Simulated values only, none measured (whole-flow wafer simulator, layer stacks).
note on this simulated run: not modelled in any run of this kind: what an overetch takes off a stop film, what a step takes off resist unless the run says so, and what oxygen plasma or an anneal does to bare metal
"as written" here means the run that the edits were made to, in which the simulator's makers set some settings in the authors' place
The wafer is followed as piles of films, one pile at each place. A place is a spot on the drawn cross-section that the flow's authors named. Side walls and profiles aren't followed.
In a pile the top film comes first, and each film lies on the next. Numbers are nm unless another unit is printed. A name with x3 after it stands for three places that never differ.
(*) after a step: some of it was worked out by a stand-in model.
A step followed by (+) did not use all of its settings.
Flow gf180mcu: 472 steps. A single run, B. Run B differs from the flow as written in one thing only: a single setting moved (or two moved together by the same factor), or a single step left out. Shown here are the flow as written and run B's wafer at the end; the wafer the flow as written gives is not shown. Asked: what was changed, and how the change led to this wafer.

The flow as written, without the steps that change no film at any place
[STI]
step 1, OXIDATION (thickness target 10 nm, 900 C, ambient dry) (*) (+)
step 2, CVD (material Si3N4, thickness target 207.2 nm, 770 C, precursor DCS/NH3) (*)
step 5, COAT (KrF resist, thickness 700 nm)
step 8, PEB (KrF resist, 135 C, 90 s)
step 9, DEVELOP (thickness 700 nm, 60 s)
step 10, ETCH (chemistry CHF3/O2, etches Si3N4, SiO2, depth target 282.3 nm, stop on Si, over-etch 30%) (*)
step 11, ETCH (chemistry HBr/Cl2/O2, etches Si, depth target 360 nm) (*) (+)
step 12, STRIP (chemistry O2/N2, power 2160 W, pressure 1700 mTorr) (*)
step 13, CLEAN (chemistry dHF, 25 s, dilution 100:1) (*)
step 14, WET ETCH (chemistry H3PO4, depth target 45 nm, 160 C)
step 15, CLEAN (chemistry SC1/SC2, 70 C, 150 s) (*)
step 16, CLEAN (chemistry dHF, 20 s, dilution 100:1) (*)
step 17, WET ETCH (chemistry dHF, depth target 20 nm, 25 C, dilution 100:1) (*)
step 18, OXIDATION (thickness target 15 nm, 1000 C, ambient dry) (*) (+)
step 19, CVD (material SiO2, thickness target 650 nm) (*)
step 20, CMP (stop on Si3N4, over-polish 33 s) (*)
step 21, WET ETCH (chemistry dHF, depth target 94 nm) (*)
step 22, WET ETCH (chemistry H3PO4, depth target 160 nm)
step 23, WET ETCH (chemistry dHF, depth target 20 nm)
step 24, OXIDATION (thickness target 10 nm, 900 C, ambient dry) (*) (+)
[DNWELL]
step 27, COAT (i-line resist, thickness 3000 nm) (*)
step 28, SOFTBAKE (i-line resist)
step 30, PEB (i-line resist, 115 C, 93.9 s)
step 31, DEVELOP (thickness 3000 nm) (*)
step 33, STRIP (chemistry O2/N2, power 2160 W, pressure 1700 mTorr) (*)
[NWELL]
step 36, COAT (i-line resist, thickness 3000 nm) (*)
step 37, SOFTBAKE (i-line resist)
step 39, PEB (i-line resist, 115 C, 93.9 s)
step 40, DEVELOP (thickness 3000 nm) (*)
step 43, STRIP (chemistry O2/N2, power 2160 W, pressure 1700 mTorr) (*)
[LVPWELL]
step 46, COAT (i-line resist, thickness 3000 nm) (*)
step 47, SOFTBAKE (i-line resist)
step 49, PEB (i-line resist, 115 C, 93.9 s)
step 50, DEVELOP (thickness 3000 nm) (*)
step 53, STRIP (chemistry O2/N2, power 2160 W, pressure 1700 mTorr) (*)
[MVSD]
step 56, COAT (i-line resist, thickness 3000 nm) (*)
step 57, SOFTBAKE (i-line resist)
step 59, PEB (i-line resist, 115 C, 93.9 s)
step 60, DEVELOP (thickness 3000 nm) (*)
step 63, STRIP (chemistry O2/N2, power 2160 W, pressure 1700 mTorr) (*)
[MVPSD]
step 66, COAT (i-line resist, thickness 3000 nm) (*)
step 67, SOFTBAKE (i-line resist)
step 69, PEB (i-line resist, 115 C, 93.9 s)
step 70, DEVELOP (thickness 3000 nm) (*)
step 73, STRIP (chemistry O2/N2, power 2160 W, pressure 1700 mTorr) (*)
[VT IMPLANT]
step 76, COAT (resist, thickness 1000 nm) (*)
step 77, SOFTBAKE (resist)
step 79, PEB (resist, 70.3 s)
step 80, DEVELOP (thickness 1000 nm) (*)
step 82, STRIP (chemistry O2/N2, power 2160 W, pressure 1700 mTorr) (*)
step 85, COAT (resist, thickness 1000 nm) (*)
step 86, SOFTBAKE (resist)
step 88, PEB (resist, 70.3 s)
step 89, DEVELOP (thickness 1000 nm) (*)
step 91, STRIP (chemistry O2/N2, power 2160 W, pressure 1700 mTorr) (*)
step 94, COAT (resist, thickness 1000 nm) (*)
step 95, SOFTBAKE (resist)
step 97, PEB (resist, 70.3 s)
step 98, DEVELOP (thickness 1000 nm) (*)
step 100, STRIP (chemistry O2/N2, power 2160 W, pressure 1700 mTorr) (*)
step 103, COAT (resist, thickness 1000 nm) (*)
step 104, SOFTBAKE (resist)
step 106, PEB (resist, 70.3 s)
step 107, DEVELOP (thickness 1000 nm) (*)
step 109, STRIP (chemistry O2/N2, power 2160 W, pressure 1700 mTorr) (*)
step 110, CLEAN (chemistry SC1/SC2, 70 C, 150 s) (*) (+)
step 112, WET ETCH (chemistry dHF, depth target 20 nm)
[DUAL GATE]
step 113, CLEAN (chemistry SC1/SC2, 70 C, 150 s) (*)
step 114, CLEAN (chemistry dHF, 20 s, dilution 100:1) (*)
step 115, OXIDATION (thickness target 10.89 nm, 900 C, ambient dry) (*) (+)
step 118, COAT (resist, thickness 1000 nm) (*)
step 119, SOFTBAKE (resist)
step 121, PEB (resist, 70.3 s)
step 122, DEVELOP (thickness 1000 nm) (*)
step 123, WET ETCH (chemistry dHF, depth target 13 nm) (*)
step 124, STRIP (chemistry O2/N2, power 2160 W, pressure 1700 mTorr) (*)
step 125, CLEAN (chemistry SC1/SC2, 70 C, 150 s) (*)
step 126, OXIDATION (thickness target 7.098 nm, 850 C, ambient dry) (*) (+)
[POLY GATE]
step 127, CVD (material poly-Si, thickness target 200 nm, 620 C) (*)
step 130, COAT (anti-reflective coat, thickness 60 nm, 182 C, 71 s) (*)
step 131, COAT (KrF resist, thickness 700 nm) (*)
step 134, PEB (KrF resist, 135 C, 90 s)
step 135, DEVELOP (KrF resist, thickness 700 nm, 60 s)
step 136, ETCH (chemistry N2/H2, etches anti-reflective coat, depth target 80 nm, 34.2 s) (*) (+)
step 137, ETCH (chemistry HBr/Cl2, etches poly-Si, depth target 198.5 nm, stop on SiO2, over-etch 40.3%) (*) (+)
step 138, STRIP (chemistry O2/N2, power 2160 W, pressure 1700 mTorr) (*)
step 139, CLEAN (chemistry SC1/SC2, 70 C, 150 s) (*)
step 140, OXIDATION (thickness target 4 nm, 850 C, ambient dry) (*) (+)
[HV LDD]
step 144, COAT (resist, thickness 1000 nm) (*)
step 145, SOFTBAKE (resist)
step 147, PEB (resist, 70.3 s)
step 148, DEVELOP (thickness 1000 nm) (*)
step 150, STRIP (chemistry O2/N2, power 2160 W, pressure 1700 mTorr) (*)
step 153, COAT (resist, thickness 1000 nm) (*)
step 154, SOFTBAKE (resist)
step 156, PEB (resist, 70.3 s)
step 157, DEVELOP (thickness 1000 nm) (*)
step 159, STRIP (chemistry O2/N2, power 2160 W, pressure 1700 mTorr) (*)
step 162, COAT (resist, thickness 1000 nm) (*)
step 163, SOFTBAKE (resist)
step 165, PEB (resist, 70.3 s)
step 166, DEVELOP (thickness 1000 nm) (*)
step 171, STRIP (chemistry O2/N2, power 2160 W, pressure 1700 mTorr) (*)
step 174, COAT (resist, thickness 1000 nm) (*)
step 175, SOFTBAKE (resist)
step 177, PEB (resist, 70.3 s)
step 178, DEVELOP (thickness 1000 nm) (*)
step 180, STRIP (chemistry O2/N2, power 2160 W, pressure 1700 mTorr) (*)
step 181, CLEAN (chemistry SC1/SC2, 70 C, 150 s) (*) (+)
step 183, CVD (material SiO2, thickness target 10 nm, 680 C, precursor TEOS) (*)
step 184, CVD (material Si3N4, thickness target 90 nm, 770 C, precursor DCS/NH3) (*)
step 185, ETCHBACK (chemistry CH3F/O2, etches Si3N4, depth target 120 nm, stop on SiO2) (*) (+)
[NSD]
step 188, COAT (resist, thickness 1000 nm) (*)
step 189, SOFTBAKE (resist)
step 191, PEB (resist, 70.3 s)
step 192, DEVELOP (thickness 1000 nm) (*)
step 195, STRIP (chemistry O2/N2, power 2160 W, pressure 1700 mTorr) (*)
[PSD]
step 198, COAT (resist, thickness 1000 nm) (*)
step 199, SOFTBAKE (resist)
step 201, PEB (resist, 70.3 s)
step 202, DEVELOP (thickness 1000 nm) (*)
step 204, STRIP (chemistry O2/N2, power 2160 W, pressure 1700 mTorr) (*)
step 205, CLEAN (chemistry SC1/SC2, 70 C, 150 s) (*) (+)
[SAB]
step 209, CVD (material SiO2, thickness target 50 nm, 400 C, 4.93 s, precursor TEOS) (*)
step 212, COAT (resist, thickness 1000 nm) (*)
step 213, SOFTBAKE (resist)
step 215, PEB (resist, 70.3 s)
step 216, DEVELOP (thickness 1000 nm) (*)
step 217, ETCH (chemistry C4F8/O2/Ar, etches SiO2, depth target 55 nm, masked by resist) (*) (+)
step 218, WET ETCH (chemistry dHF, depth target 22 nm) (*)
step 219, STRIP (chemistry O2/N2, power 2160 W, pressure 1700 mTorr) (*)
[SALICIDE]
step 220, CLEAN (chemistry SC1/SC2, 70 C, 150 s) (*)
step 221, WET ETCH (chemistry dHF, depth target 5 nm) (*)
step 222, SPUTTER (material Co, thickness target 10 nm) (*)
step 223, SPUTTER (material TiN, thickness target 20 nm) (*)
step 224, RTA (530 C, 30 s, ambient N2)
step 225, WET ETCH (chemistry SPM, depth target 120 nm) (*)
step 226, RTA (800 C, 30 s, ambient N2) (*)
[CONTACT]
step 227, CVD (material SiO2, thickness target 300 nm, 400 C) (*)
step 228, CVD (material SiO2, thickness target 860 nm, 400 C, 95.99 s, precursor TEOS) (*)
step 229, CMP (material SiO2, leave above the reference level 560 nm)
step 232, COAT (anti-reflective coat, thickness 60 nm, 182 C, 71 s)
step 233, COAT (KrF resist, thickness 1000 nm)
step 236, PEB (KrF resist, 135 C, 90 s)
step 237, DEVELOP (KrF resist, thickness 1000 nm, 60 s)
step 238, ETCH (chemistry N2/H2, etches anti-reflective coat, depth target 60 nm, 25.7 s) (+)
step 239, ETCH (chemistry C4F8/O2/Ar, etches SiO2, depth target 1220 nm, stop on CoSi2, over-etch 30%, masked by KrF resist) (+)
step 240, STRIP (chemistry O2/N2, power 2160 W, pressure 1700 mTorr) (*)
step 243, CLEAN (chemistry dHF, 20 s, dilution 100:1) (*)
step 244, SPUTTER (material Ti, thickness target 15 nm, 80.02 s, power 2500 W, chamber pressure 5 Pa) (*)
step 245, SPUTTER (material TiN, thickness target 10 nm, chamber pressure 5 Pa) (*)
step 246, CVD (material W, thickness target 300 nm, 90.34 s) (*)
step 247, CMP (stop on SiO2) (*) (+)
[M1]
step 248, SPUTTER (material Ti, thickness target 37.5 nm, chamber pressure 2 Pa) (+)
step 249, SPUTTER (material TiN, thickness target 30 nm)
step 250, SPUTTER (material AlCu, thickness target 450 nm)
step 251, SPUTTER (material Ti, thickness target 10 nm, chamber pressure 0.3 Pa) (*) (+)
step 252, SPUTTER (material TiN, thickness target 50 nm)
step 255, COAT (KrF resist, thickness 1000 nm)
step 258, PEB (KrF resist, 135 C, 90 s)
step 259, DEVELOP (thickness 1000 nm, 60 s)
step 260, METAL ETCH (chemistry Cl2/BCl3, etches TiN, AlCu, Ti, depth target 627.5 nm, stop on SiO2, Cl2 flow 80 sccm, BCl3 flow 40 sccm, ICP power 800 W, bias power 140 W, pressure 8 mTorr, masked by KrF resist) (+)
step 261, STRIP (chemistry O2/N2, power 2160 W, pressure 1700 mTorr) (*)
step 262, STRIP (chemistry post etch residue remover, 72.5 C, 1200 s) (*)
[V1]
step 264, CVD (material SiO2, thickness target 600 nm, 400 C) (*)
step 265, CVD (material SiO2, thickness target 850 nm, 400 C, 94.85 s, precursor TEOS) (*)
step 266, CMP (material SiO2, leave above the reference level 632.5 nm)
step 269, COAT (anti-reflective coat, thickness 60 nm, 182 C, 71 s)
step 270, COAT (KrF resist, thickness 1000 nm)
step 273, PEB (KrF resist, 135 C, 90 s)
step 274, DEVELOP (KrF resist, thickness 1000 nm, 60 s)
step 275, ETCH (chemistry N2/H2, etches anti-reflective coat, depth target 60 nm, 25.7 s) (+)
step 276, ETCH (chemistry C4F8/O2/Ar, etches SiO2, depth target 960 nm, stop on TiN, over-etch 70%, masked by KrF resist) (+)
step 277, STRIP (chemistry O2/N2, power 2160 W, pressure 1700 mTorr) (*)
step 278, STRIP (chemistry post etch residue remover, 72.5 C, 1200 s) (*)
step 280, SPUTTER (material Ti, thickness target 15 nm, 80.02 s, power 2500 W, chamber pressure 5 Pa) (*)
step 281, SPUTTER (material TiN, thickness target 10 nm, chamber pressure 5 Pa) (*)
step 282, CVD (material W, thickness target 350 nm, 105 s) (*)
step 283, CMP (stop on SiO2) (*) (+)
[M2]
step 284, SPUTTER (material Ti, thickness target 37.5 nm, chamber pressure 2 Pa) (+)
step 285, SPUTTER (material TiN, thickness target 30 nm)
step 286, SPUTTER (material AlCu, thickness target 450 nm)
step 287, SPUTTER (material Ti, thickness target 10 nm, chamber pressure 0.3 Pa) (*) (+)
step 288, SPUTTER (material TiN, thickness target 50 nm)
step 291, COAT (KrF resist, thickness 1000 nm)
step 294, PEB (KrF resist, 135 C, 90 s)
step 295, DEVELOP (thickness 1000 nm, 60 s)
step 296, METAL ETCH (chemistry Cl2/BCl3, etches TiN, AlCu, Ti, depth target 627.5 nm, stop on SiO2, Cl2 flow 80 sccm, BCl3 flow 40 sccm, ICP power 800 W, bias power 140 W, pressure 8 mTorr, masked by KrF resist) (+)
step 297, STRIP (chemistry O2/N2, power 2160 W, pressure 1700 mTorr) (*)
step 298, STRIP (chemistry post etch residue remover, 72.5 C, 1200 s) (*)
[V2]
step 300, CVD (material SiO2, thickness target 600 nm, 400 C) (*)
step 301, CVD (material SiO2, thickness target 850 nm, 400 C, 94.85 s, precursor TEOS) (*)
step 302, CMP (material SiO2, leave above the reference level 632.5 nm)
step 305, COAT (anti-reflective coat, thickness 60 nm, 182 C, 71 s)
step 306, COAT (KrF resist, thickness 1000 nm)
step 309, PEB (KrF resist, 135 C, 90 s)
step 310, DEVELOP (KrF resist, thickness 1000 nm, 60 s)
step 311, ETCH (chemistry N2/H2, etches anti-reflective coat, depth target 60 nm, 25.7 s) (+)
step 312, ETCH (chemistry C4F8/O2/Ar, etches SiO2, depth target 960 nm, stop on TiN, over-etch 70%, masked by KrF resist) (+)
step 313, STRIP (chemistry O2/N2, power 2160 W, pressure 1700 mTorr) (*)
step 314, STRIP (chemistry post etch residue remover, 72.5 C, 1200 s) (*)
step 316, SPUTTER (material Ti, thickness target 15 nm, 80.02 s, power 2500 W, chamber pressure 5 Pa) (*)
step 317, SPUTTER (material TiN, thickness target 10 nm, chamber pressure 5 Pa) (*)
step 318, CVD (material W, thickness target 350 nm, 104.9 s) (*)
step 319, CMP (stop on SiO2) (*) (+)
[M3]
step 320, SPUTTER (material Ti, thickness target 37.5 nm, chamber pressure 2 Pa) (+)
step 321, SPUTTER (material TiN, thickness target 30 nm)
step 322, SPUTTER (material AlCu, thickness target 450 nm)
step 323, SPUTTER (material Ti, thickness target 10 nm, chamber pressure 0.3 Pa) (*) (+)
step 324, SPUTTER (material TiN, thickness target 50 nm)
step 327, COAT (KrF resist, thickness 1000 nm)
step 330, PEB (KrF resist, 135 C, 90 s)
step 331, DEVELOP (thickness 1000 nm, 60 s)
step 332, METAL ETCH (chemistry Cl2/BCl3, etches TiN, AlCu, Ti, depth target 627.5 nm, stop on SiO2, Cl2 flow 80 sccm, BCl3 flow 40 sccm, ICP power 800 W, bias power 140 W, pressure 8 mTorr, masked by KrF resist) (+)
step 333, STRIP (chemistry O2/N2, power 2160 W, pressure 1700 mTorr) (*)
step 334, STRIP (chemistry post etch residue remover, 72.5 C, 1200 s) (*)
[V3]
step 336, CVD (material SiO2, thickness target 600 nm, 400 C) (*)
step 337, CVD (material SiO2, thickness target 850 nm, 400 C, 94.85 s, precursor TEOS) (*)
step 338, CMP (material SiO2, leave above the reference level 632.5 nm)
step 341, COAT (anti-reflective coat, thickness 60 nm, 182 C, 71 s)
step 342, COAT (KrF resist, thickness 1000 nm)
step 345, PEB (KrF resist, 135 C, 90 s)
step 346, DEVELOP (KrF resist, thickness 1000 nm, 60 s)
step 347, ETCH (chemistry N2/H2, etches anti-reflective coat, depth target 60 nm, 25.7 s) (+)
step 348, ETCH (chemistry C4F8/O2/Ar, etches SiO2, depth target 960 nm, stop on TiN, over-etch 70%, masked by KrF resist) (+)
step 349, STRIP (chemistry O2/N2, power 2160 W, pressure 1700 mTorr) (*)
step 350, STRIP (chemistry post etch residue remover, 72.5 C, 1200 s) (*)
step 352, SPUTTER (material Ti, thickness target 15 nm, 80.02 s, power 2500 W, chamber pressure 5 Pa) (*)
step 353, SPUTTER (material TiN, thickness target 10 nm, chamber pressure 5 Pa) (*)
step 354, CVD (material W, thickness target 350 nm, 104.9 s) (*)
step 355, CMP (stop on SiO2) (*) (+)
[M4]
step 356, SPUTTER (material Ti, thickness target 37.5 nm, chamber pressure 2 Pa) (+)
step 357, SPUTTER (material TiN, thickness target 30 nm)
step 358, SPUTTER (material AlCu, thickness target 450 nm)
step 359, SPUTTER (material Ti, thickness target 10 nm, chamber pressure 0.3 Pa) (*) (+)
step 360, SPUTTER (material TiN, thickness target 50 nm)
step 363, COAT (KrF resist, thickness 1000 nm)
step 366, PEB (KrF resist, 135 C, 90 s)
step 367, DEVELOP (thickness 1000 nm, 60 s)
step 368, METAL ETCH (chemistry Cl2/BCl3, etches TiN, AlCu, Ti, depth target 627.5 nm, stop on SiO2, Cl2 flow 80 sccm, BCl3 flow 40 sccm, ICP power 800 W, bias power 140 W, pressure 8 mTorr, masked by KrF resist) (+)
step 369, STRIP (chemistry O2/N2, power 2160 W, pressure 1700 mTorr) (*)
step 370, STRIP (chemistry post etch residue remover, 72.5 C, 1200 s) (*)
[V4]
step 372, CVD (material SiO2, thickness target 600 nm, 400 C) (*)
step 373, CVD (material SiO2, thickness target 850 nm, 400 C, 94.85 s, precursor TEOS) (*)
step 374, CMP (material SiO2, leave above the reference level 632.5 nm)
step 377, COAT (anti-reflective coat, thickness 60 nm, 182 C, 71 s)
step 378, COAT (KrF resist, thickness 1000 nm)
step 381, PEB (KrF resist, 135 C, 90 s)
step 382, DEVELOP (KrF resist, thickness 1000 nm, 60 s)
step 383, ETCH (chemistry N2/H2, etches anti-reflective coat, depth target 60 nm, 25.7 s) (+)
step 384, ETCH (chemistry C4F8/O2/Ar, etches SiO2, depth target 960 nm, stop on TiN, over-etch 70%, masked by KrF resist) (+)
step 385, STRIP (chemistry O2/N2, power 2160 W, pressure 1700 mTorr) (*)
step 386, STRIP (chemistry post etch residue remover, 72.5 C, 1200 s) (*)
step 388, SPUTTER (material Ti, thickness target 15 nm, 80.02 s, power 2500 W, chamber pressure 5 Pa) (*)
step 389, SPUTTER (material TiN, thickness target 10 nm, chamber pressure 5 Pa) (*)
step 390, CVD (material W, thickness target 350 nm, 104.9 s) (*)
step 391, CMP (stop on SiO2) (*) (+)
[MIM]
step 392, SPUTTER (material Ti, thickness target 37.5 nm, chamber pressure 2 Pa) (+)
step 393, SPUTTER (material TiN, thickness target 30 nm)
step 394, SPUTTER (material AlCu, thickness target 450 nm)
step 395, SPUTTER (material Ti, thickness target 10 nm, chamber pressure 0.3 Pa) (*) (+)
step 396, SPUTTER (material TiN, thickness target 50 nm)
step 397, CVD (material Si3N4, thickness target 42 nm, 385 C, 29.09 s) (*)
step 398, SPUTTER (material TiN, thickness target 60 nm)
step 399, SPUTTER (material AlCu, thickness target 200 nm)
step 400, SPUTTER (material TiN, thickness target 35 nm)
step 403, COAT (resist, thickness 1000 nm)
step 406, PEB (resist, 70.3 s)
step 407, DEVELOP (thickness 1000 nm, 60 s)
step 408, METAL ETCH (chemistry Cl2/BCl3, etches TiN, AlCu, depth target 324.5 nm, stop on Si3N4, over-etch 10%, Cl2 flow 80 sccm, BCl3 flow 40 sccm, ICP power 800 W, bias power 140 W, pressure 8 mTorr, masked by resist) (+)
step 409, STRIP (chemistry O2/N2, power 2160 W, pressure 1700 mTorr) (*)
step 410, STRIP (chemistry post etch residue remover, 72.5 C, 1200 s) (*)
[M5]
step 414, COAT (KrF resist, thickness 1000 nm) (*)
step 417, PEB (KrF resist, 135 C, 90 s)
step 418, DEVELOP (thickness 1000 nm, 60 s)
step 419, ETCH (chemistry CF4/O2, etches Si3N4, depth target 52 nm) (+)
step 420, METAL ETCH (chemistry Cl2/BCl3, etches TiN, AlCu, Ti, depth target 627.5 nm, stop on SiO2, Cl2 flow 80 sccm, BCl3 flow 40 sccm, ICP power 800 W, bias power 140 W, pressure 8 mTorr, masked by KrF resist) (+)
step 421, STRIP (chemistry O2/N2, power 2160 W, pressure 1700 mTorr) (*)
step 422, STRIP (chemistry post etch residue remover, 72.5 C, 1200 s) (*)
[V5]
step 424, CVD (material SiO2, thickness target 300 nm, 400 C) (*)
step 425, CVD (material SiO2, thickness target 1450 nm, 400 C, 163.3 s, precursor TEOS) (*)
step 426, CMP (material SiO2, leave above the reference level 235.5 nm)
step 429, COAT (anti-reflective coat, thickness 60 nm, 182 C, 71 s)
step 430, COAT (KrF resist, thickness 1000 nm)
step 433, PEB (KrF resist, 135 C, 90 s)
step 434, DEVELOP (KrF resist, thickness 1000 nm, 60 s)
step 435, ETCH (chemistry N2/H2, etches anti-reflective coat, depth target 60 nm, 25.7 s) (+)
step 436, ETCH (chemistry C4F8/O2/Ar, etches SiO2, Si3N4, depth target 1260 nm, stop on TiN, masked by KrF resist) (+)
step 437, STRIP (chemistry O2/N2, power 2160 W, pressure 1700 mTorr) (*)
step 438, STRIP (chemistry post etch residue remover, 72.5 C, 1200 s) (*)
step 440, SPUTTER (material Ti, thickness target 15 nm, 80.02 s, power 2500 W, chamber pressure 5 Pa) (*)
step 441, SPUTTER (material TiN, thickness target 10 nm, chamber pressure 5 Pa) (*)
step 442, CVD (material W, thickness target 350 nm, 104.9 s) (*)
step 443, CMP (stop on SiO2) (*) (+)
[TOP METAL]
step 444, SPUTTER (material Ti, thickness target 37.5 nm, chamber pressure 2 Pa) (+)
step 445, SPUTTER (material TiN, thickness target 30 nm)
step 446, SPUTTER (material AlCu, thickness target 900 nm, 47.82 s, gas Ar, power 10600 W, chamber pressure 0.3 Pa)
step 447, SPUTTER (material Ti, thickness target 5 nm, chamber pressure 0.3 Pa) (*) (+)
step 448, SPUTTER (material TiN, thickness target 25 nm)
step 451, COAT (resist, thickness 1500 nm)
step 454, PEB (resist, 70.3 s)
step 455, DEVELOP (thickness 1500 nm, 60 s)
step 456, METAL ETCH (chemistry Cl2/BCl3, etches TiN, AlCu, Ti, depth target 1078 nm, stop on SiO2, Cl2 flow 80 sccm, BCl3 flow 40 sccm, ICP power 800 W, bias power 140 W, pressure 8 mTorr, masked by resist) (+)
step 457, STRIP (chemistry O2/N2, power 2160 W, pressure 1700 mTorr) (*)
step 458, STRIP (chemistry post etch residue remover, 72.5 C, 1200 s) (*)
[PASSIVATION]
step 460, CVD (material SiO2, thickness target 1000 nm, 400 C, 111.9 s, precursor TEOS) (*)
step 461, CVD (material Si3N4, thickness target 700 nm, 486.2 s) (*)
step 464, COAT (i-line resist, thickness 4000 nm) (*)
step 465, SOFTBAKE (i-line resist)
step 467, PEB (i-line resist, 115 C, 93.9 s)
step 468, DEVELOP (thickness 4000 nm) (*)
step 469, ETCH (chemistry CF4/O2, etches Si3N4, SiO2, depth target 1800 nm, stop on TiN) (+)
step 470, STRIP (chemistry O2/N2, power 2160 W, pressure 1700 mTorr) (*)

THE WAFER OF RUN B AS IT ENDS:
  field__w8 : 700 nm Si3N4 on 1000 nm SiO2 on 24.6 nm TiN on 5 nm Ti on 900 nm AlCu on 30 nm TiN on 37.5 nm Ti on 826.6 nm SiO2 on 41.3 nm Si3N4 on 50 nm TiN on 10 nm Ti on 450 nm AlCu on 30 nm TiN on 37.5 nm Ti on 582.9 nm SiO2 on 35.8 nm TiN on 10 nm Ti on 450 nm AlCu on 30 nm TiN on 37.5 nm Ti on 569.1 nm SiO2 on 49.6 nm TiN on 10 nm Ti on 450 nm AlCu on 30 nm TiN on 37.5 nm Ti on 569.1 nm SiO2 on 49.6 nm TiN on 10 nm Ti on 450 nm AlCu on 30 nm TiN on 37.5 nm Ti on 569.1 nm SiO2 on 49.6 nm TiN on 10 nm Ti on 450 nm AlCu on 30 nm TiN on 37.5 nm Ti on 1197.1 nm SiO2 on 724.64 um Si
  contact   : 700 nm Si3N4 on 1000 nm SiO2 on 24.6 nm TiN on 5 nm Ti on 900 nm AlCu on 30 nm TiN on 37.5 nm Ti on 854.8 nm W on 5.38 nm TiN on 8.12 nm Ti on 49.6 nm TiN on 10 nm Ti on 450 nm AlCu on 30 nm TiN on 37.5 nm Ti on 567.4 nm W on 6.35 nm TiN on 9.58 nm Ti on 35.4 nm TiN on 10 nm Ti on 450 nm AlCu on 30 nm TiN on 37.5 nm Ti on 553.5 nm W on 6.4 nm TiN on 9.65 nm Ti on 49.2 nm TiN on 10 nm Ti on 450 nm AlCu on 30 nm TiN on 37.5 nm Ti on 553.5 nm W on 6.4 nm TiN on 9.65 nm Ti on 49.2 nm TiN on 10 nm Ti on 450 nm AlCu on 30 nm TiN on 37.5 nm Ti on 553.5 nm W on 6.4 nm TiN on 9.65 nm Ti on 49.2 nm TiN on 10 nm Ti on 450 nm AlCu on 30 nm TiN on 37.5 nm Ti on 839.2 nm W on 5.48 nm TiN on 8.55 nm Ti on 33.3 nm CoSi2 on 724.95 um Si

What caused this: step 360, SPUTTER: thickness target 36.2 nm was run, while the flow as written has thickness target 50 nm.

How this came from the change, step by step:
  step 360, SPUTTER (material TiN, thickness target 50 nm)
      field, field__w1, field__w2 and 108 more: +36.2 TiN (new film) (it would be, as written: +50 TiN (new film))
  step 368, METAL ETCH (chemistry Cl2/BCl3, etches TiN, AlCu, Ti, depth target 627.5 nm, stop on SiO2, Cl2 flow 80 sccm, BCl3 flow 40 sccm, ICP power 800 W, bias power 140 W, pressure 8 mTorr, masked by KrF resist) (+)
      field, field__w1, field__w2 and 103 more: -36.2 TiN (all of it), -10 Ti (all of it), -450 AlCu (all of it), -30 TiN (all of it), -37.5 Ti (all of it) (it would be, as written: -50 TiN (all of it), -10 Ti (all of it), -450 AlCu (all of it), -30 TiN (all of it), -37.5 Ti (all of it))
  step 384, ETCH (chemistry C4F8/O2/Ar, etches SiO2, depth target 960 nm, stop on TiN, over-etch 70%, masked by KrF resist) (+)
      contact: -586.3 SiO2 (all of it) (it would be, as written: -572.5 SiO2 (all of it))
